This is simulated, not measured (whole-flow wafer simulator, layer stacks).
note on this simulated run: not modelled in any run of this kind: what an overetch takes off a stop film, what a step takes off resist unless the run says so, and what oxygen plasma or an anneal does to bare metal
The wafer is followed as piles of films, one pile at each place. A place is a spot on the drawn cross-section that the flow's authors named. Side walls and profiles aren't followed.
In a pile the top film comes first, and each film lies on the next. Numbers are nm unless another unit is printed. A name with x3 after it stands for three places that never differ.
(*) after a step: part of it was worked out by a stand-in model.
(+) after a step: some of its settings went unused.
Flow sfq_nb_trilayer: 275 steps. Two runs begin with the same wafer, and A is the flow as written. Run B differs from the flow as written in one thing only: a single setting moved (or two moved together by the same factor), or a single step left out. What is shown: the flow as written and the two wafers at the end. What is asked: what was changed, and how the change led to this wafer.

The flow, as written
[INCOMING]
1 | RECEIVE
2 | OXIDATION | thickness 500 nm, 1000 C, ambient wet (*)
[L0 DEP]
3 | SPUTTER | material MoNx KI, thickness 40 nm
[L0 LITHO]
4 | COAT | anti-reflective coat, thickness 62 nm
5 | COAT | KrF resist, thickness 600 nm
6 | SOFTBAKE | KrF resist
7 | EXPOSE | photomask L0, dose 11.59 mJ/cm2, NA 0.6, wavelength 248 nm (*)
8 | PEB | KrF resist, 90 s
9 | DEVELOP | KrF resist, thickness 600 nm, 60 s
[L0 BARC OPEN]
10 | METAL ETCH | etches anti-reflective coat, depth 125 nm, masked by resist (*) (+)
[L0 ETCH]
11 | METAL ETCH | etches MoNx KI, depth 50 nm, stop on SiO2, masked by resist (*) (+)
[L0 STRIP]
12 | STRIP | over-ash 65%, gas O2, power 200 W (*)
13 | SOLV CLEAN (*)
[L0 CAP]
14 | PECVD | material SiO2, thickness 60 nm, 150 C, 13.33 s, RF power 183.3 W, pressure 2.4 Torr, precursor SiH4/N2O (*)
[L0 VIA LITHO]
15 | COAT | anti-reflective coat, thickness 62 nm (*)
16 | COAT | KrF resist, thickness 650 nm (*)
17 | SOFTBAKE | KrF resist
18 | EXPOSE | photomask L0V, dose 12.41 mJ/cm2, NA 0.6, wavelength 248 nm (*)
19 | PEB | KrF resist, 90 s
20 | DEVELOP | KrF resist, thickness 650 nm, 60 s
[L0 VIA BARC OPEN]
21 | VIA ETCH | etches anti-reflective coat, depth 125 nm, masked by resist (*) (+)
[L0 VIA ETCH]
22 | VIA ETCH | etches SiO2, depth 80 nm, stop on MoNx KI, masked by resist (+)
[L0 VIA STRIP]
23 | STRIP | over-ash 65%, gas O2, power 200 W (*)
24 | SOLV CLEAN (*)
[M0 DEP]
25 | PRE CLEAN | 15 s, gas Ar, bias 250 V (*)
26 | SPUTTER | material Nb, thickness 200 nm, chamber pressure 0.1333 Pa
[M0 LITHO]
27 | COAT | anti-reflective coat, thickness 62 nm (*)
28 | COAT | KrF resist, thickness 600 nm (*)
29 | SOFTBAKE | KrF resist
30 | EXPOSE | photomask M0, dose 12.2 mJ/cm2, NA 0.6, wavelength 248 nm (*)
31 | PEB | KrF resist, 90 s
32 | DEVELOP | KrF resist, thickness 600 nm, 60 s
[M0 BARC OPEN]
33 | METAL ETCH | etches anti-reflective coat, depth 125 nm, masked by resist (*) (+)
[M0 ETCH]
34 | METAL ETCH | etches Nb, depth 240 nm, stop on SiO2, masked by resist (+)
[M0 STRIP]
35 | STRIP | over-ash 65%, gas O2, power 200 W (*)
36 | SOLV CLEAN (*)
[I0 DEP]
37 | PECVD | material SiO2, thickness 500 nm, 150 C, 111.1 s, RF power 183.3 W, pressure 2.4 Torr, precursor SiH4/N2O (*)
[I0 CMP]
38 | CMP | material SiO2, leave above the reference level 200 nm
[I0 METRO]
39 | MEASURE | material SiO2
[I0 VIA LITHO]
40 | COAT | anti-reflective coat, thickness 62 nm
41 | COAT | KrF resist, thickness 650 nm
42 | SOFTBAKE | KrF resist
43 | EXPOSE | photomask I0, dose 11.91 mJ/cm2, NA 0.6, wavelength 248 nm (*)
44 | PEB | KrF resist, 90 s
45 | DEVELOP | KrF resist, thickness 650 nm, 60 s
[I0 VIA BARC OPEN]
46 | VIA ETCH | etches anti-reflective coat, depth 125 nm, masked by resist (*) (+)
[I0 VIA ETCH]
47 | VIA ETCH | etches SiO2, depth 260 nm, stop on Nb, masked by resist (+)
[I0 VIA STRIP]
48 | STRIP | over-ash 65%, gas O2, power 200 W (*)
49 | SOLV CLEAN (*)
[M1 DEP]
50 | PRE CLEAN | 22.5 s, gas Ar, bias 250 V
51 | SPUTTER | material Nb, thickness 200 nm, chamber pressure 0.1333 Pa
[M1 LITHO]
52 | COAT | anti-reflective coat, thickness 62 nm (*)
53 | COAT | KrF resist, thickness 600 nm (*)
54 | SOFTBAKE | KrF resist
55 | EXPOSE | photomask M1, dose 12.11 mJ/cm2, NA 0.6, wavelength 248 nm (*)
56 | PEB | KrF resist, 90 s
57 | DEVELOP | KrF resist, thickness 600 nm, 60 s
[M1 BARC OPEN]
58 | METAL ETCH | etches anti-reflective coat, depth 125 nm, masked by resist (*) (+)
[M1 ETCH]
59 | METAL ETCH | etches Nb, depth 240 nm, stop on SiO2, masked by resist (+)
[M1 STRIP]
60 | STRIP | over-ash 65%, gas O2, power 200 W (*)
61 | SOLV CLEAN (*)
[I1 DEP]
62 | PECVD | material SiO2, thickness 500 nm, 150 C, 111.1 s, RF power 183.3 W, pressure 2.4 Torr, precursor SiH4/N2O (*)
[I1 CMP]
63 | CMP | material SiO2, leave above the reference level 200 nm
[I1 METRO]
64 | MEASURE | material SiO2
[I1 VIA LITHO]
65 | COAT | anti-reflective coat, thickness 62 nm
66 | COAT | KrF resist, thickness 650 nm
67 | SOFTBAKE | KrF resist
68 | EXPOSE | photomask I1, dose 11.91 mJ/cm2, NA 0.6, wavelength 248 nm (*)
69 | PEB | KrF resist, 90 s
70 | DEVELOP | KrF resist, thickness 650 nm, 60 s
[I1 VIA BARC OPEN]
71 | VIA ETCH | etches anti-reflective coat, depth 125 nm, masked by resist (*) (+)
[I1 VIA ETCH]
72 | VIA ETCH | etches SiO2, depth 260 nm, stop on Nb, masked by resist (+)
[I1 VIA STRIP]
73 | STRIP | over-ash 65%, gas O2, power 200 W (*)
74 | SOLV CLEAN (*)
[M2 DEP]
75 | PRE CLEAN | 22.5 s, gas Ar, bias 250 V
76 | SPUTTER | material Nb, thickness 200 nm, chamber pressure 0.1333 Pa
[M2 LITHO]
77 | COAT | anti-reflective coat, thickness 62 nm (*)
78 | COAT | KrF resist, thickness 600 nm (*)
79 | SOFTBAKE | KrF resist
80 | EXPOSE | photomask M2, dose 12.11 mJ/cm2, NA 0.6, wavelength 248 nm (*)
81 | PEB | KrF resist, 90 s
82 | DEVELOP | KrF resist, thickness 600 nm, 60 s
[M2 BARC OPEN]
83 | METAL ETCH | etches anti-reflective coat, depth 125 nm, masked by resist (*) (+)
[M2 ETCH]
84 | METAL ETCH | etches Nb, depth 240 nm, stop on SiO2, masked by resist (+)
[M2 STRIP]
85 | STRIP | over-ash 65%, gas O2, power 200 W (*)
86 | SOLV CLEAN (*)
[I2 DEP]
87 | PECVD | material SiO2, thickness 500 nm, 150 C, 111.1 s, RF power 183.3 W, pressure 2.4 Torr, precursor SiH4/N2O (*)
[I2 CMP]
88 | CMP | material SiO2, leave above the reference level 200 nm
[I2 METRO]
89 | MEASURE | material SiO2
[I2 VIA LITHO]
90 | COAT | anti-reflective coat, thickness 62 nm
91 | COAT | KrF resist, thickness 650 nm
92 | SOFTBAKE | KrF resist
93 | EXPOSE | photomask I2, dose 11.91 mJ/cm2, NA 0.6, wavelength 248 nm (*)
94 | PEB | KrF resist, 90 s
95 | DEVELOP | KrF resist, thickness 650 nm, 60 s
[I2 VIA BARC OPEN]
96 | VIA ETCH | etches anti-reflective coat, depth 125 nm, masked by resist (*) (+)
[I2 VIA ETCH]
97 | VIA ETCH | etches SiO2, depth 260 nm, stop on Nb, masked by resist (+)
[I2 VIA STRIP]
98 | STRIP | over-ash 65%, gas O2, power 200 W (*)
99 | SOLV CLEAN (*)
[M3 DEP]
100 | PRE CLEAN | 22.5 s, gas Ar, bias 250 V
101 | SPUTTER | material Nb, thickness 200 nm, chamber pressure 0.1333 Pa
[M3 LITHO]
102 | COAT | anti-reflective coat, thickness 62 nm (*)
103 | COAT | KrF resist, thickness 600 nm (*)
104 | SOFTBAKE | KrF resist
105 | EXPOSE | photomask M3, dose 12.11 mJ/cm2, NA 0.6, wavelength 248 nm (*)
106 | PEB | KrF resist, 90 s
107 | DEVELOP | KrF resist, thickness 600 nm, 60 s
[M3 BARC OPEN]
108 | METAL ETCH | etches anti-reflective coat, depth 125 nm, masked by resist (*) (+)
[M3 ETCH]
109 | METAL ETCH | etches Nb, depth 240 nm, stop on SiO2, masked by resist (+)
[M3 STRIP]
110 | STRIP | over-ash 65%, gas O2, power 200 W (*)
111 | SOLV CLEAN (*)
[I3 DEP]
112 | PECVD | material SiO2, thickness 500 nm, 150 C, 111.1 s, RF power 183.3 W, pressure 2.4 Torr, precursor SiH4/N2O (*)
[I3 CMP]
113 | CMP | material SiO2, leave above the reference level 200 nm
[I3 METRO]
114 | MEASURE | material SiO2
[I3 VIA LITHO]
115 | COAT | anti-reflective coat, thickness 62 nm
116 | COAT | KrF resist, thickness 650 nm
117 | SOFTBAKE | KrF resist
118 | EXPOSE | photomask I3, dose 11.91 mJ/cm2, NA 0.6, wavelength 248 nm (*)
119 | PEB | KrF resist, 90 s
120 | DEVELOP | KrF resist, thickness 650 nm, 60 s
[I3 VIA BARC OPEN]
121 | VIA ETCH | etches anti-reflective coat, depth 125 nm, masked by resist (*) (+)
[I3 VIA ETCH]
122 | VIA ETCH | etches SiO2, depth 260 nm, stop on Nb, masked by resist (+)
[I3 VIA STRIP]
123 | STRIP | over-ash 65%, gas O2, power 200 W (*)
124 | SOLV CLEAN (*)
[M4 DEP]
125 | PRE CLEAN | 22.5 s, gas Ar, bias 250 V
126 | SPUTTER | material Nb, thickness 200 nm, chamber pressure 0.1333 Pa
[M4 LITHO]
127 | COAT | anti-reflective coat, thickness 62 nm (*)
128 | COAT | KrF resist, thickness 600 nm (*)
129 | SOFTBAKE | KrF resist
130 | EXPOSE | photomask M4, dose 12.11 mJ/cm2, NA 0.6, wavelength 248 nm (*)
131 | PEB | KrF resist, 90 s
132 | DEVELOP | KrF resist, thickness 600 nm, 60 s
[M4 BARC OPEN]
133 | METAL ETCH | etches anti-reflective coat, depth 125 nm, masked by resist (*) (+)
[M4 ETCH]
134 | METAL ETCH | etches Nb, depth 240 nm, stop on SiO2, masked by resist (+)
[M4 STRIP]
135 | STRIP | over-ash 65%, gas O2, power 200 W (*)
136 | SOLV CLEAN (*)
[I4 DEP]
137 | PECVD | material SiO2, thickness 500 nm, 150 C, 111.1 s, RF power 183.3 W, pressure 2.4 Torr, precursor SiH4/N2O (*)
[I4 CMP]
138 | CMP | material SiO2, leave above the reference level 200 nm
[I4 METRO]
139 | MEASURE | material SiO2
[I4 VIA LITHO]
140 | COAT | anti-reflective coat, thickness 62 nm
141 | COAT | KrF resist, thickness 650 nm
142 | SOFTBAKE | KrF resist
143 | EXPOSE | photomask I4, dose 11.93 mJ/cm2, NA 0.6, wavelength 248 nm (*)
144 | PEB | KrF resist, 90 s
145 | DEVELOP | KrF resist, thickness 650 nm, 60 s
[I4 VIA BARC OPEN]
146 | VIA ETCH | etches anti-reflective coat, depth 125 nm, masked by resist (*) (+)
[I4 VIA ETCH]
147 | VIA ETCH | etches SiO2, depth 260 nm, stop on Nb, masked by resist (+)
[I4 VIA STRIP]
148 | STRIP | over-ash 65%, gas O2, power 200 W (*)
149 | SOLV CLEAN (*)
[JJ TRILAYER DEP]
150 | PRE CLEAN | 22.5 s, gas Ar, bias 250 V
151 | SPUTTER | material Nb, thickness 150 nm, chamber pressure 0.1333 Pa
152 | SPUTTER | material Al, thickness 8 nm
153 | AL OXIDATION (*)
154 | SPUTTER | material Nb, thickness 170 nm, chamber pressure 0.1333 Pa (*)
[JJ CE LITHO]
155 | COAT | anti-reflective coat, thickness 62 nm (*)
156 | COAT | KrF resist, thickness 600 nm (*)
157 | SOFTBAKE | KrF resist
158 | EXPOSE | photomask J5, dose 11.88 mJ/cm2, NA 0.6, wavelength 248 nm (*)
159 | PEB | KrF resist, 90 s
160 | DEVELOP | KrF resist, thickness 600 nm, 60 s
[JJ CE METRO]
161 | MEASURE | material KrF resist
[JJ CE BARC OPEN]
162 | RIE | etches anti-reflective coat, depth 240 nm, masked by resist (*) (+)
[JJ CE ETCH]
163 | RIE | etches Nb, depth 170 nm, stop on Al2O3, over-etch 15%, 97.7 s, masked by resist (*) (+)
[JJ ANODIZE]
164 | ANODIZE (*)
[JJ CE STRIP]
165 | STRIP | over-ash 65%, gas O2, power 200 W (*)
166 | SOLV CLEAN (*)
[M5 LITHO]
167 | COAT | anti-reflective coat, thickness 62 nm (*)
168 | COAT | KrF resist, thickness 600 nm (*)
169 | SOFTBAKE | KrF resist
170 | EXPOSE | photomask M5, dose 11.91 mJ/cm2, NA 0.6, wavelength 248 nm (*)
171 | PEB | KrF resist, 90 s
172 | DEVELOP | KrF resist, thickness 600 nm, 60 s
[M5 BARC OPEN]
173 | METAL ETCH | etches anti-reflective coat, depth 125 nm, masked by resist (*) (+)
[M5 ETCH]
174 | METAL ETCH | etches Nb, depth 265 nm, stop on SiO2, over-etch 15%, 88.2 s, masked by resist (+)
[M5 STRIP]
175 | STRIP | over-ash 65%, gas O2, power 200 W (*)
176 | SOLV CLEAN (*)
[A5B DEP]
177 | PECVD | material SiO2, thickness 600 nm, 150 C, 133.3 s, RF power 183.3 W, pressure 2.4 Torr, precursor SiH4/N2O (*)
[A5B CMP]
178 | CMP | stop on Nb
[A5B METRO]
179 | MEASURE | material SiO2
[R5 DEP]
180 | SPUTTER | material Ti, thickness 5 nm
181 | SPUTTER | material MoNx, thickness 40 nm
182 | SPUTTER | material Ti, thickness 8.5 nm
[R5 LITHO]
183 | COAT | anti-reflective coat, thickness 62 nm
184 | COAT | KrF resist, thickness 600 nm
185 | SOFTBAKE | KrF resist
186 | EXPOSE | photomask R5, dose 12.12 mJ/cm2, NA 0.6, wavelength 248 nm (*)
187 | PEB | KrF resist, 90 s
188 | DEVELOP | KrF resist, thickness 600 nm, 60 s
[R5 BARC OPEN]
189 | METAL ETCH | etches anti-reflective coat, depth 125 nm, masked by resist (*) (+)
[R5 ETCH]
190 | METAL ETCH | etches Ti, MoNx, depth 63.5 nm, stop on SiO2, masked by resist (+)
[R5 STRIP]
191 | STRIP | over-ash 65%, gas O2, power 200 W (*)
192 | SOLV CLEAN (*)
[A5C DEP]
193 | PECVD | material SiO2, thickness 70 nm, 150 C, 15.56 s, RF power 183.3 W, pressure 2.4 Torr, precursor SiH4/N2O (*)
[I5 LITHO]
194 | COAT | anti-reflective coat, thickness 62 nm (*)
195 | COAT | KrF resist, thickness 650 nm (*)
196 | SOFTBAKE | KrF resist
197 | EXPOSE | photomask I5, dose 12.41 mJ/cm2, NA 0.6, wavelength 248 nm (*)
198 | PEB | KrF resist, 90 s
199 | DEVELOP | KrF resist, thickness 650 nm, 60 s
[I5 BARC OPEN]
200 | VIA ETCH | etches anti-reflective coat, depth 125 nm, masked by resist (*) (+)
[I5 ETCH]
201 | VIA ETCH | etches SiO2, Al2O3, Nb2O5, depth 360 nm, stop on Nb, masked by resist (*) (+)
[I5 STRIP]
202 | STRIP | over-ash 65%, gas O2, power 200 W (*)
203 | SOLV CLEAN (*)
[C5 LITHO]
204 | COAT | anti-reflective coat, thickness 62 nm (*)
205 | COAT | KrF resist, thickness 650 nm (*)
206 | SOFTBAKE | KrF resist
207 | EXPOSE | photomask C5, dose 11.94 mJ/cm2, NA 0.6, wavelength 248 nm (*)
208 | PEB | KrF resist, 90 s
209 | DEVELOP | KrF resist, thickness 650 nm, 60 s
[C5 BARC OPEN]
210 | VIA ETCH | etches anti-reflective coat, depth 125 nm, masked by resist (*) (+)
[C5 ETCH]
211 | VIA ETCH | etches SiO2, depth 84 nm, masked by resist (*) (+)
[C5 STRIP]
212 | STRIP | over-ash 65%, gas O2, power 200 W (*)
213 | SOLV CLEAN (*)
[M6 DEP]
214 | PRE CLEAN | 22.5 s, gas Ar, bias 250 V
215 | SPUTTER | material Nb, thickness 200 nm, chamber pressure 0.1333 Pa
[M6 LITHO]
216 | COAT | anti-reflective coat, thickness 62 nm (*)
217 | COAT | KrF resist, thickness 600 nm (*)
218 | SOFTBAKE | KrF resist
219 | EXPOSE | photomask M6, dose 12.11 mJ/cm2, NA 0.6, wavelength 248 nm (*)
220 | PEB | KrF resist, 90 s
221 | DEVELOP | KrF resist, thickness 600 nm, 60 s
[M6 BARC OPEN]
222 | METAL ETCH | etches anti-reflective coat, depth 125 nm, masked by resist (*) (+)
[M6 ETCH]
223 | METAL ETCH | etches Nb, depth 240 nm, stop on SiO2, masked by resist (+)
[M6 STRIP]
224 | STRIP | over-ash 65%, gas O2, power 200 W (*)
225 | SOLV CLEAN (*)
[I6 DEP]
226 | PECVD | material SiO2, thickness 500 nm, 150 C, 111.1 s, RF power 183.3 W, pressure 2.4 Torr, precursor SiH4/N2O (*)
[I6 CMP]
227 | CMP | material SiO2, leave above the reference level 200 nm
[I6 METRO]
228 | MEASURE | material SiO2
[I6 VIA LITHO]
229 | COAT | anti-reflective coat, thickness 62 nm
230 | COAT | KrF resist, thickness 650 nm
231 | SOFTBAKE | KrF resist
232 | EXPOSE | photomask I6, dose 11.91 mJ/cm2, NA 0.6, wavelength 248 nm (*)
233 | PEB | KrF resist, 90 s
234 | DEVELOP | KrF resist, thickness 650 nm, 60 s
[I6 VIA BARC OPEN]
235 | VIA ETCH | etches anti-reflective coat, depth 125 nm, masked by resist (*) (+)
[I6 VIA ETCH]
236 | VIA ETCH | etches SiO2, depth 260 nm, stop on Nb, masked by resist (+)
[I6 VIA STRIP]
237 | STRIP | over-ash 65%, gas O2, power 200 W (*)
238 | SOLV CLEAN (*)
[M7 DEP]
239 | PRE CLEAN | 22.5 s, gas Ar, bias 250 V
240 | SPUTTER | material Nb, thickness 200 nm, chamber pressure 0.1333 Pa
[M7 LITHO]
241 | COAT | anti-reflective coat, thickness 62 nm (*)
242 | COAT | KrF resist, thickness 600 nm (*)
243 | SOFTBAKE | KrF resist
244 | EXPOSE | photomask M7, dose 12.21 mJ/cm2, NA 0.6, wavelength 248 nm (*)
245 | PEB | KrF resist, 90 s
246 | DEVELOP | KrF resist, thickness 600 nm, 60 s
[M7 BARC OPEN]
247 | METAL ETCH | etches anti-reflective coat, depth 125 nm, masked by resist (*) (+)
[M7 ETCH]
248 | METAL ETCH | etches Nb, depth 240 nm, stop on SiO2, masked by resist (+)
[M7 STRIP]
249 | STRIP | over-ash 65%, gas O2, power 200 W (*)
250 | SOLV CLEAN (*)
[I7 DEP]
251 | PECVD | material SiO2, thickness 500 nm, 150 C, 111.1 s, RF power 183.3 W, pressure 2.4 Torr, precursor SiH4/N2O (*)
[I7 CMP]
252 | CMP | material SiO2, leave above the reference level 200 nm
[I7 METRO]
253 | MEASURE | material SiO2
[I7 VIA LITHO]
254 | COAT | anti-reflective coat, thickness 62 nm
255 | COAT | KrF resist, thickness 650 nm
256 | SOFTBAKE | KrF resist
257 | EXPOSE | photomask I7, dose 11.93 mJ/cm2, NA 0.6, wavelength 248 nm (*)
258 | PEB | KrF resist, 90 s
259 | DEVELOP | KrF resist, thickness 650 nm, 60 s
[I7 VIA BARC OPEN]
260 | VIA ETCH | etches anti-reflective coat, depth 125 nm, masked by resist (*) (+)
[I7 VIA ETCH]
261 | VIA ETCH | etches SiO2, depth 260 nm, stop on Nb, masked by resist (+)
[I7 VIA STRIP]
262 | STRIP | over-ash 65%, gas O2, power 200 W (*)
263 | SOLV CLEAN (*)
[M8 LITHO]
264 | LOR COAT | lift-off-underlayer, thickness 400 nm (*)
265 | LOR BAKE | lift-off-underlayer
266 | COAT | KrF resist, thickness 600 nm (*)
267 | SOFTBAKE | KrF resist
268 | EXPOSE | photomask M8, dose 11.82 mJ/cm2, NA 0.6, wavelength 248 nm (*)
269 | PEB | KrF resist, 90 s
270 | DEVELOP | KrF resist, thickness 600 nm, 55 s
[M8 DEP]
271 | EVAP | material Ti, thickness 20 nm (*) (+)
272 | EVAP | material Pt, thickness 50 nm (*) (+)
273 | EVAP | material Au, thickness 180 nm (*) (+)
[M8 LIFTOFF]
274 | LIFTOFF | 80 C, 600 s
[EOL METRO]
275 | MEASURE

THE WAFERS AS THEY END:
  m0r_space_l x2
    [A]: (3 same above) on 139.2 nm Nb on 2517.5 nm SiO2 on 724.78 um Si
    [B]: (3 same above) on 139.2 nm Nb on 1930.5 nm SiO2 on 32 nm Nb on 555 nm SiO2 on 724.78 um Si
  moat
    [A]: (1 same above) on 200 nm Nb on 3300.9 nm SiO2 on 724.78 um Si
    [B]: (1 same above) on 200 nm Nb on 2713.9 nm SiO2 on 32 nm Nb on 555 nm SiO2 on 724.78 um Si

What caused this: step 34, METAL ETCH: depth 168 nm was run, while the flow as written has depth 240 nm.

The path from the change to this, step by step:
  34 | METAL ETCH | etches Nb, depth 240 nm, stop on SiO2, masked by resist (+)
      moat, m0r_space_l x2: A Nb loses 200 (all of it) | B Nb loses 168
      field_l, v_sur, via_wl and 100 more: A KrF resist loses 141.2 | B KrF resist loses 98.8
  35 | STRIP | over-ash 65%, gas O2, power 200 W (*)
      p4_fl x3, p4_w1 x9, p4_g1 x2 and 57 more: A KrF resist loses 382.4 (all of it), anti-reflective coat loses 62 (all of it) | B KrF resist loses 424.7 (all of it), anti-reflective coat loses 62 (all of it)
      c5j, ce_r, sp_r, be_r, r_sur, res: A KrF resist loses 389 (all of it), anti-reflective coat loses 63.6 (all of it) | B KrF resist loses 431.4 (all of it), anti-reflective coat loses 63.6 (all of it)
      (also at 26 further places)
  37 | PECVD | material SiO2, thickness 500 nm, 150 C, 111.1 s, RF power 183.3 W, pressure 2.4 Torr, precursor SiH4/N2O (*)
      moat, m0r_space_l x2: A SiO2 gains 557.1 | B SiO2 gains 525.1 (new film)
With metal films that touch counted as one body, m0r_space_l x2 has 2 bodies (between them, from the top down: SiO2 1930.5); the flow as written gives 1 body.
With metal films that touch counted as one body, moat has 2 bodies (between them, from the top down: SiO2 2713.9); the flow as written gives 1 body.
